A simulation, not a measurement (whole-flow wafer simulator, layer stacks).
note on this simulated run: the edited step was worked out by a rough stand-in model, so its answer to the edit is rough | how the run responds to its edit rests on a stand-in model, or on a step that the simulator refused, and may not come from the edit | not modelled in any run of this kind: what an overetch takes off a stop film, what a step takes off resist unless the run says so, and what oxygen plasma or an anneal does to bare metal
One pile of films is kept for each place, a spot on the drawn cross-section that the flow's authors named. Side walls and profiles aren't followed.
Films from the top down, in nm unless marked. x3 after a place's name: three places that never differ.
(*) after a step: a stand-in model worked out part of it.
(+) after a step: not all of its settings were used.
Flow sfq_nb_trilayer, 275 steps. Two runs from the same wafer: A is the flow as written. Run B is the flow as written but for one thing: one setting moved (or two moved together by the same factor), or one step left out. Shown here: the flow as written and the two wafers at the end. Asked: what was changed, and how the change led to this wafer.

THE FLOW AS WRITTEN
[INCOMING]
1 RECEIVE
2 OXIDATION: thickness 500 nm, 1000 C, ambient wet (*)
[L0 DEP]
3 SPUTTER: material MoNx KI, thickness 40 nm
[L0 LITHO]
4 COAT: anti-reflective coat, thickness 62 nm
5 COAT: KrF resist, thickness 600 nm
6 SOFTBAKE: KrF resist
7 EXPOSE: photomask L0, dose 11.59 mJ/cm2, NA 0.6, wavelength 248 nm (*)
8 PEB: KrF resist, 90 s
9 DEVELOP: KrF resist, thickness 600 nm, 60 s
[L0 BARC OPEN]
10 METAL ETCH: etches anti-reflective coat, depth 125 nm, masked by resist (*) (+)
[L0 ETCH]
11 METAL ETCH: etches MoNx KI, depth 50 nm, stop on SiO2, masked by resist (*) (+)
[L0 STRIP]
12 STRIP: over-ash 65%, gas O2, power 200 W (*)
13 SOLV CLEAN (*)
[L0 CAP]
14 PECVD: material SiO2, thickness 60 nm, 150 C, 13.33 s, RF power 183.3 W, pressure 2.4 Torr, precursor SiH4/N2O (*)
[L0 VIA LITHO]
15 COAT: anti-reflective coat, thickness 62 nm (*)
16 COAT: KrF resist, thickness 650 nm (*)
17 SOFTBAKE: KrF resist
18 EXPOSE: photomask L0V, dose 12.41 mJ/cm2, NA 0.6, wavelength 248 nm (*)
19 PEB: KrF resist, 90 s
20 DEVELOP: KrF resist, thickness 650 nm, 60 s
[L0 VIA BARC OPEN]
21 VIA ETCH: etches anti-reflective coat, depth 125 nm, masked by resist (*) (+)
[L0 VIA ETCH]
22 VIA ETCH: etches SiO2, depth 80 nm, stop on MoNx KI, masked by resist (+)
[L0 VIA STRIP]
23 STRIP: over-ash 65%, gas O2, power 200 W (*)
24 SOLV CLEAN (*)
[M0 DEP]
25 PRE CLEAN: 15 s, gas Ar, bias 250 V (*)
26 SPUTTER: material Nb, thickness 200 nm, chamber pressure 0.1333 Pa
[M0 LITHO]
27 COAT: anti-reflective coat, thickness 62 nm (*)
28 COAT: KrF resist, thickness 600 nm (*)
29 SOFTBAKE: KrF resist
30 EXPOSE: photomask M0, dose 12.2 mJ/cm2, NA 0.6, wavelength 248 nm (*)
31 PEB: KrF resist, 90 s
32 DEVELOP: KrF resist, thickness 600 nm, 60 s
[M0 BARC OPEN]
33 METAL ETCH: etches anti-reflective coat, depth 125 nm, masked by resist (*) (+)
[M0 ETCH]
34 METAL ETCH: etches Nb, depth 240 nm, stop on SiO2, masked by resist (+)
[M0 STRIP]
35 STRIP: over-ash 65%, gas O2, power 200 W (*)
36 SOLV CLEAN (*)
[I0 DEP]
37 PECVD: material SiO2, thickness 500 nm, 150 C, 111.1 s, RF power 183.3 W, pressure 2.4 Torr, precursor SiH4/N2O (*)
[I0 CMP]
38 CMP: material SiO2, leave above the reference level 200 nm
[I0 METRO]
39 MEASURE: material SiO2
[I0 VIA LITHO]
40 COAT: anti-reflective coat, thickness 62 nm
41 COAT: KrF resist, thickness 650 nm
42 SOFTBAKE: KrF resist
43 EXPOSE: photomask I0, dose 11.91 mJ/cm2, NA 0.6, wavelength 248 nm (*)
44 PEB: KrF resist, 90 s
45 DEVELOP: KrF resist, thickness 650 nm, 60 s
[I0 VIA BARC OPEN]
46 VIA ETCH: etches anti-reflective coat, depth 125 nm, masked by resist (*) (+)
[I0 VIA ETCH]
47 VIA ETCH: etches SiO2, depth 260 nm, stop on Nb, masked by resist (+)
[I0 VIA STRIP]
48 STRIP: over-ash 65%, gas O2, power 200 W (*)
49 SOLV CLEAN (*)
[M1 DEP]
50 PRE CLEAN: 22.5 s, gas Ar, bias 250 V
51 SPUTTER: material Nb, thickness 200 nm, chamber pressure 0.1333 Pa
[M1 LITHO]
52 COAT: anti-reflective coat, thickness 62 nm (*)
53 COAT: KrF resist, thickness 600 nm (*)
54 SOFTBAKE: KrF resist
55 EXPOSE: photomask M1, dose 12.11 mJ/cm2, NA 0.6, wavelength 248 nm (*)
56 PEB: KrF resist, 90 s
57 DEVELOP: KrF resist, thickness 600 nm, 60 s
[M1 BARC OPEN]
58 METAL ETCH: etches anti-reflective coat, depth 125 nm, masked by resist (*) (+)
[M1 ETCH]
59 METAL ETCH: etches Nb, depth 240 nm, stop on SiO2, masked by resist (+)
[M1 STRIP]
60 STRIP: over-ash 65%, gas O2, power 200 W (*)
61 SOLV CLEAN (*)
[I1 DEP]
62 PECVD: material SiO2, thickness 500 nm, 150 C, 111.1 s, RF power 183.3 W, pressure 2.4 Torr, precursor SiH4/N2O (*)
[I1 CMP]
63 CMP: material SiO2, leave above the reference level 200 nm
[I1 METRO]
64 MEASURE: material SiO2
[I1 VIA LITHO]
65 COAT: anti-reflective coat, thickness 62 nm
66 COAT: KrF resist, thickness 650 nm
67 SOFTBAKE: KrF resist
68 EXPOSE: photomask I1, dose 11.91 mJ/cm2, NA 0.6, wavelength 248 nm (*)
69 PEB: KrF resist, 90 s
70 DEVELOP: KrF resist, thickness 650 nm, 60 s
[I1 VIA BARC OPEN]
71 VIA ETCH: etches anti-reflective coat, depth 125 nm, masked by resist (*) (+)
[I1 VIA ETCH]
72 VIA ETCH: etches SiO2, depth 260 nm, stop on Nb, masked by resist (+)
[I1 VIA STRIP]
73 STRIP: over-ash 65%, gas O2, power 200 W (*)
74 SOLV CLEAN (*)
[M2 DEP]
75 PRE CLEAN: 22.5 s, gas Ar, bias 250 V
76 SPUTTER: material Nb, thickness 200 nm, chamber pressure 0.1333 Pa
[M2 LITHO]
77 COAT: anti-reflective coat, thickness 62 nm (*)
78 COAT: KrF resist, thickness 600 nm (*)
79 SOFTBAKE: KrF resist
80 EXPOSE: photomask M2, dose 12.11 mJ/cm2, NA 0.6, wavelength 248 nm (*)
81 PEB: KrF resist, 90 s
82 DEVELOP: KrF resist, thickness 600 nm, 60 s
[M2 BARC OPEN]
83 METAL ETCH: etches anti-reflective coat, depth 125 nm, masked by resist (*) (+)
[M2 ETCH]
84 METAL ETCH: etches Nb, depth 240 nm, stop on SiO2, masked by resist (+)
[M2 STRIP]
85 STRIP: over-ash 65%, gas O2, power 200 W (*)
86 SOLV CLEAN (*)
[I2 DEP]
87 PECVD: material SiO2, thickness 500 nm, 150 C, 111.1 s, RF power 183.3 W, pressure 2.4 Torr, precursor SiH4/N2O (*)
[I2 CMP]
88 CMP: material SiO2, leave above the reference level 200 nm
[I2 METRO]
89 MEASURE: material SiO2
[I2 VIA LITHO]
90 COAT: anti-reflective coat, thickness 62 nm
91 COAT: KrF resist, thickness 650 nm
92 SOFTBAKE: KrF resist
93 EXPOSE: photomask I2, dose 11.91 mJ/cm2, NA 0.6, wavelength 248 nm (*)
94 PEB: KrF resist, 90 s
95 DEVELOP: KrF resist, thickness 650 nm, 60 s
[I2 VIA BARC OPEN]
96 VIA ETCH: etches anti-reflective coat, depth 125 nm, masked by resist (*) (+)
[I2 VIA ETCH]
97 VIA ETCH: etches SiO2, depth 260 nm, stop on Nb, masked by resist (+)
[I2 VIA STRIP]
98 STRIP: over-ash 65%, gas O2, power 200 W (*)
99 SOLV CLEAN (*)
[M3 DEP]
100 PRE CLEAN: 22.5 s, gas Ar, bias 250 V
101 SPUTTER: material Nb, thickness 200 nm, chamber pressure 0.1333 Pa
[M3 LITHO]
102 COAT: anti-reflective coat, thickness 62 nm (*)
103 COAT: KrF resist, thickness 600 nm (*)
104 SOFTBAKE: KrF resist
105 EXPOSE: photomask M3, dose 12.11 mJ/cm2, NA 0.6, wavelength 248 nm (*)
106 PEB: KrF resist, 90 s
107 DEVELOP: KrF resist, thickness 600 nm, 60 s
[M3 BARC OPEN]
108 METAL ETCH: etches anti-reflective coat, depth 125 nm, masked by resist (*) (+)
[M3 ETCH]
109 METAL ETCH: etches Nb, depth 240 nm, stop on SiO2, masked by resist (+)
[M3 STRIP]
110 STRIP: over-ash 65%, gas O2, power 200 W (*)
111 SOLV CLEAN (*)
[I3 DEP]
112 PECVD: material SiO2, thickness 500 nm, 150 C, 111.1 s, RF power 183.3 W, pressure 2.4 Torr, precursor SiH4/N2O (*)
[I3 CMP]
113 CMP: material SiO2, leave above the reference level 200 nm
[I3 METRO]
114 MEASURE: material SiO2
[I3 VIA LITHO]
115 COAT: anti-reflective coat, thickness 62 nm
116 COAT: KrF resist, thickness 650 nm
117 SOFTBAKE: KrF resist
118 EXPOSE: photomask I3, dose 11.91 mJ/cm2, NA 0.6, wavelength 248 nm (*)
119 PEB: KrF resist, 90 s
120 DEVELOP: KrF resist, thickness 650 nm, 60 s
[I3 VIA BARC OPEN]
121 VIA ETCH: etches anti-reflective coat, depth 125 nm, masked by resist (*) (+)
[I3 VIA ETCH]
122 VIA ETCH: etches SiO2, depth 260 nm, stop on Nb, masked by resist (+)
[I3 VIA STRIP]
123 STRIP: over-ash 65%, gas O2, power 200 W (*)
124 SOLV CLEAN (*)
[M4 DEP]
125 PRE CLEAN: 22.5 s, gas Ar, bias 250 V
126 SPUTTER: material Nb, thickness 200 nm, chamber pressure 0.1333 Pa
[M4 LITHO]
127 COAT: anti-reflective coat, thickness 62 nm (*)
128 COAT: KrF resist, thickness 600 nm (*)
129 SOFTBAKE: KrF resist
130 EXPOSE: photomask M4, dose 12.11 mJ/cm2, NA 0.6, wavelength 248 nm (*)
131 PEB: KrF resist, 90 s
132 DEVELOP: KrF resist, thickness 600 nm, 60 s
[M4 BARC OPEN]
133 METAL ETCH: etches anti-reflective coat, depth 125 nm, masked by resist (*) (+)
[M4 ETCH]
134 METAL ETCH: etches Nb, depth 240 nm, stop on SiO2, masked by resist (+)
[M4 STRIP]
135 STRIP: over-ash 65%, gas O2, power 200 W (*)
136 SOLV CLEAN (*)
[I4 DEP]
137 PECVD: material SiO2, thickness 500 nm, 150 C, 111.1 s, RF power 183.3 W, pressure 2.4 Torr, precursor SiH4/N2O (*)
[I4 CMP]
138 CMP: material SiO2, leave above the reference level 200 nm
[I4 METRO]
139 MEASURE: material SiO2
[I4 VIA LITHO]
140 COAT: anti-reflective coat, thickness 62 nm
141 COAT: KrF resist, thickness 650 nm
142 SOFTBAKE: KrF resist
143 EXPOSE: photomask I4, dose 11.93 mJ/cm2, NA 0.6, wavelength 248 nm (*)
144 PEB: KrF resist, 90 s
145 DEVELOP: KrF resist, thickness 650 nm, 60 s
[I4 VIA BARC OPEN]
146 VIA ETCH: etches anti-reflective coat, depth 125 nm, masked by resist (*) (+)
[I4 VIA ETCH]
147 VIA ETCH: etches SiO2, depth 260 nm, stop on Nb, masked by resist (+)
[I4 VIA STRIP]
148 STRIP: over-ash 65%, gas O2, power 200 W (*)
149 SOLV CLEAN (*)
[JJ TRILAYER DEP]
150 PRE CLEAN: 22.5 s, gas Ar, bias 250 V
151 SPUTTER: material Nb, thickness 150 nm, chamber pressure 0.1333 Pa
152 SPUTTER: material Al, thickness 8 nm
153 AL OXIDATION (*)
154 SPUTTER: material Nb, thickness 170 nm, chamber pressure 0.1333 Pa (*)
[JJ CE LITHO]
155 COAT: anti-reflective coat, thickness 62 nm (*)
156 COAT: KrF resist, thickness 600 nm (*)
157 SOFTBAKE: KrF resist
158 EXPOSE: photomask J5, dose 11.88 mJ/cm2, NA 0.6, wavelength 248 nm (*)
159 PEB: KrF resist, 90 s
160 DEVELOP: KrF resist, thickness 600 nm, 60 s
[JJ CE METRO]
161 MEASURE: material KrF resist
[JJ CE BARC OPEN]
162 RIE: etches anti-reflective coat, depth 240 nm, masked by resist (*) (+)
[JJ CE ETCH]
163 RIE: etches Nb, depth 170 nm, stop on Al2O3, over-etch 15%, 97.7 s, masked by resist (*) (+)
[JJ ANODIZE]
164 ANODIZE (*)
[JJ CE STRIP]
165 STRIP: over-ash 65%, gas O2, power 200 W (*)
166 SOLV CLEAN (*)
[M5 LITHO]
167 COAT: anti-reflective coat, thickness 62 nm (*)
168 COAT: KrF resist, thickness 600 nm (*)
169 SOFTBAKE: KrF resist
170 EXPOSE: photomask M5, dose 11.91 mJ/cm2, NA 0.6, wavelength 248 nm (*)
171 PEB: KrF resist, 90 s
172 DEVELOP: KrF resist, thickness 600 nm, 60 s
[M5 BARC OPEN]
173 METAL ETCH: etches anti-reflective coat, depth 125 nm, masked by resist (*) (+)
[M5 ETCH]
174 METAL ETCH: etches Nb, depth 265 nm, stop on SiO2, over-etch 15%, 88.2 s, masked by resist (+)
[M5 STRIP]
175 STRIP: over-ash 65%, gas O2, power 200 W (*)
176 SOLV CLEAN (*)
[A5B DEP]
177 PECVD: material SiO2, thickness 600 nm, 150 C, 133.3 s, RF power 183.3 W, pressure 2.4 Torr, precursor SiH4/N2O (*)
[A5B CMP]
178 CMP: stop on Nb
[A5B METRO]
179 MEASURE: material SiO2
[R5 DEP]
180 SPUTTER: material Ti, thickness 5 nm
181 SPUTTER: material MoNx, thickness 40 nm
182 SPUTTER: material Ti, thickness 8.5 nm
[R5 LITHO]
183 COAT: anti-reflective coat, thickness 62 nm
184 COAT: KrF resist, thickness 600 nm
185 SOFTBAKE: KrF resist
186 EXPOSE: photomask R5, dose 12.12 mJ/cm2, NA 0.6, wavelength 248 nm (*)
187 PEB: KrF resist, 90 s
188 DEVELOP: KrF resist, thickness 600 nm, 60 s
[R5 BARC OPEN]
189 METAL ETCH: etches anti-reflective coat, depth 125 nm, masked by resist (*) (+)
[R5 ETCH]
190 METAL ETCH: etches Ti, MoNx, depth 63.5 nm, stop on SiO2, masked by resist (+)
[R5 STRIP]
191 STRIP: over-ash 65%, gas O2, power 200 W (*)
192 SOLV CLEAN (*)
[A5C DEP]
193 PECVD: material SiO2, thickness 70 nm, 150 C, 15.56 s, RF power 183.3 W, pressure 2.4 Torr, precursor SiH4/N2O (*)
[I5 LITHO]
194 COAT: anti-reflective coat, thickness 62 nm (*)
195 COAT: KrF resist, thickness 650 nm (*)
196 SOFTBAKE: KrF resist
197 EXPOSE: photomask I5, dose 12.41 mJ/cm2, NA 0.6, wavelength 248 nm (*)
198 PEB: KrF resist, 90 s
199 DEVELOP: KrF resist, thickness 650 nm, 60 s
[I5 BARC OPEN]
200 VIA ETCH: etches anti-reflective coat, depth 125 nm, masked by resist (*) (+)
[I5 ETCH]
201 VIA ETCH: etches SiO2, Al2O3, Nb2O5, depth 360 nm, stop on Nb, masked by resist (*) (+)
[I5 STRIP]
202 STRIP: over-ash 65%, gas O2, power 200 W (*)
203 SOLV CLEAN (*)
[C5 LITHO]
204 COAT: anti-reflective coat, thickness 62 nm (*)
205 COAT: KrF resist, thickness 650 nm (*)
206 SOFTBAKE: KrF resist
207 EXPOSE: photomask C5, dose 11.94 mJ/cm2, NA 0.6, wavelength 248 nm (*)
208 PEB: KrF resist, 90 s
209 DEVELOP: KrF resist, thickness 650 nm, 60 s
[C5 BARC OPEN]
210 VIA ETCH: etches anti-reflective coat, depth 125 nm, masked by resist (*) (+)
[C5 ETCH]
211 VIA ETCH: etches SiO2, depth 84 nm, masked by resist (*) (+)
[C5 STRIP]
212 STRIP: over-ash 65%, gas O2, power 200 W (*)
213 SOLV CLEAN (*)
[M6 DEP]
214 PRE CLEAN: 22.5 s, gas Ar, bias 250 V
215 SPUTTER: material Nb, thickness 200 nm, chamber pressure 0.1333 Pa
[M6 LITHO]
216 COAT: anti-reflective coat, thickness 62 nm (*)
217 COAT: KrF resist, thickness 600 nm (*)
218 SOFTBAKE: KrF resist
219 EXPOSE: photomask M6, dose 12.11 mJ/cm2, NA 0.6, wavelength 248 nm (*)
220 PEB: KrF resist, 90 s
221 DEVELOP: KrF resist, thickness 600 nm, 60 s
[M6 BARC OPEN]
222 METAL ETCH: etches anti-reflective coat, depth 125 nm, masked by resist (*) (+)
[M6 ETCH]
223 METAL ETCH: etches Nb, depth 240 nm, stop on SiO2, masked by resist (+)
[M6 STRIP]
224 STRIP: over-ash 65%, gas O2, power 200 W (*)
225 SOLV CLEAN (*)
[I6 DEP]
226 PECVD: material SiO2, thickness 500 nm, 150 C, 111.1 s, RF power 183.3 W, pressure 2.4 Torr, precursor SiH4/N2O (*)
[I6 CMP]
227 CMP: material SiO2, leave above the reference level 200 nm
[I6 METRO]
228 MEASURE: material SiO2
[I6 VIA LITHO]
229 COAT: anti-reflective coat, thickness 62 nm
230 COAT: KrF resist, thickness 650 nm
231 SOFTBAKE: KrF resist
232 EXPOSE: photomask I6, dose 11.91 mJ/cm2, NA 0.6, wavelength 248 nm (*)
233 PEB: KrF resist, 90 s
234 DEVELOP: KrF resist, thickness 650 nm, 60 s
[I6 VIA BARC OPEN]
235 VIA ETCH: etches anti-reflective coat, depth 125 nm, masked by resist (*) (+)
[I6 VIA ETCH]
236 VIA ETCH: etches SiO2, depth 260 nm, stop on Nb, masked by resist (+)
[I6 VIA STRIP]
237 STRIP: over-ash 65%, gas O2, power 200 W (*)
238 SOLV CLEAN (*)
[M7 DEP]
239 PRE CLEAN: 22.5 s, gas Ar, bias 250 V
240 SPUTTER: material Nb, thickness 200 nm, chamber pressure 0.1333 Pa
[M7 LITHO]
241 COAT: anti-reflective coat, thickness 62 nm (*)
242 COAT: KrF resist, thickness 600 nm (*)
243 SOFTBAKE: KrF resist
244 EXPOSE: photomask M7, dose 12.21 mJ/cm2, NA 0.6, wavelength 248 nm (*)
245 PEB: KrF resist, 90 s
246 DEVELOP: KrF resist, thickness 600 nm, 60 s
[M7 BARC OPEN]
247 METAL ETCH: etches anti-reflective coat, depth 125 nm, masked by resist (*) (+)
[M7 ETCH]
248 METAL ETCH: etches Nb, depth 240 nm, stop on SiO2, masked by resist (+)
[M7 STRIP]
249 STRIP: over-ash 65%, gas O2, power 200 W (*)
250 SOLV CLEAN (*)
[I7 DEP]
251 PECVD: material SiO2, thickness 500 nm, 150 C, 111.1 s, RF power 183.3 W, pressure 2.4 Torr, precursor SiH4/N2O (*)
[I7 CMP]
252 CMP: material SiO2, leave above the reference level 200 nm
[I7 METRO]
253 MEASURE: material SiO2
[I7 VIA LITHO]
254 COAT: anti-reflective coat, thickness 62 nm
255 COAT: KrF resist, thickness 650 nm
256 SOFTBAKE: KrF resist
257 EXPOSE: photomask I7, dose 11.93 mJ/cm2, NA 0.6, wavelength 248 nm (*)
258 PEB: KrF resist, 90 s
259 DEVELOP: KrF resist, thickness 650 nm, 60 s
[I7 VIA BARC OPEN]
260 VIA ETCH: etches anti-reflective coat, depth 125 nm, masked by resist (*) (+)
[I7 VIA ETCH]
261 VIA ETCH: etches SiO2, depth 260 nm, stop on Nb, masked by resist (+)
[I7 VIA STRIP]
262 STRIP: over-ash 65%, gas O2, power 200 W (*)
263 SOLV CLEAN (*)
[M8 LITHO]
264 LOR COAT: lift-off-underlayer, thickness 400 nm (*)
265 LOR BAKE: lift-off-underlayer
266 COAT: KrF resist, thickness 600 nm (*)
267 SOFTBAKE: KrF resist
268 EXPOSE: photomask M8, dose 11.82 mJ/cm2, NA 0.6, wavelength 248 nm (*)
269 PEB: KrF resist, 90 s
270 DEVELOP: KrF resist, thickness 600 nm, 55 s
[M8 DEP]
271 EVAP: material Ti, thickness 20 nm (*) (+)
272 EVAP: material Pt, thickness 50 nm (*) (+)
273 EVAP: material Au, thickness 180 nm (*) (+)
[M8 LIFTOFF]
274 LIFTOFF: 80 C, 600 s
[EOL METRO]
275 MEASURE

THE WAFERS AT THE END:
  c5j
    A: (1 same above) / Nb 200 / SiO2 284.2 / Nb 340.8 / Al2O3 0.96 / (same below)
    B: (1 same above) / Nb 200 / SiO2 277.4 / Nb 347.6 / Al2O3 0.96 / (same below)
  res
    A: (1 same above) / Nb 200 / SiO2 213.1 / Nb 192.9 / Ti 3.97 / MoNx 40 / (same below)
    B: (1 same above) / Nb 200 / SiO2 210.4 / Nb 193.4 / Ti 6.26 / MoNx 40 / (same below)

The cause: step 211, VIA ETCH: depth 65.1 nm was run, where the flow has depth 84 nm.

How the change led to this, step by step:
  211 VIA ETCH: etches SiO2, depth 84 nm, masked by resist (*) (+)
      c5j: A SiO2 -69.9 (all of it), Nb -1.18 | B SiO2 -65.1
      res: A SiO2 -69.9 (all of it) | B SiO2 -65.1
      (and at 104 more places)
  214 PRE CLEAN: 22.5 s, gas Ar, bias 250 V
      c5j: A Nb -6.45 | B SiO2 -4.79 (all of it), Nb -2.64
      res: A Ti -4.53 | B SiO2 -4.76 (all of it), Ti -2.24
  216 COAT: anti-reflective coat, thickness 62 nm (*)
      ce_l: A anti-reflective coat +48 (new film) | B anti-reflective coat +49.3 (new film)
      c5j: A anti-reflective coat +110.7 (new film) | B anti-reflective coat +107.1 (new film)
      (and at 1 more place)
  224 STRIP: over-ash 65%, gas O2, power 200 W (*)
      ce_l: A KrF resist -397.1 (all of it), anti-reflective coat -48 (all of it) | B KrF resist -396.3 (all of it), anti-reflective coat -49.3 (all of it)
      c5j: A KrF resist -418.3 (all of it), anti-reflective coat -110.7 (all of it) | B KrF resist -415.7 (all of it), anti-reflective coat -107.1 (all of it)
      (and at 1 more place)
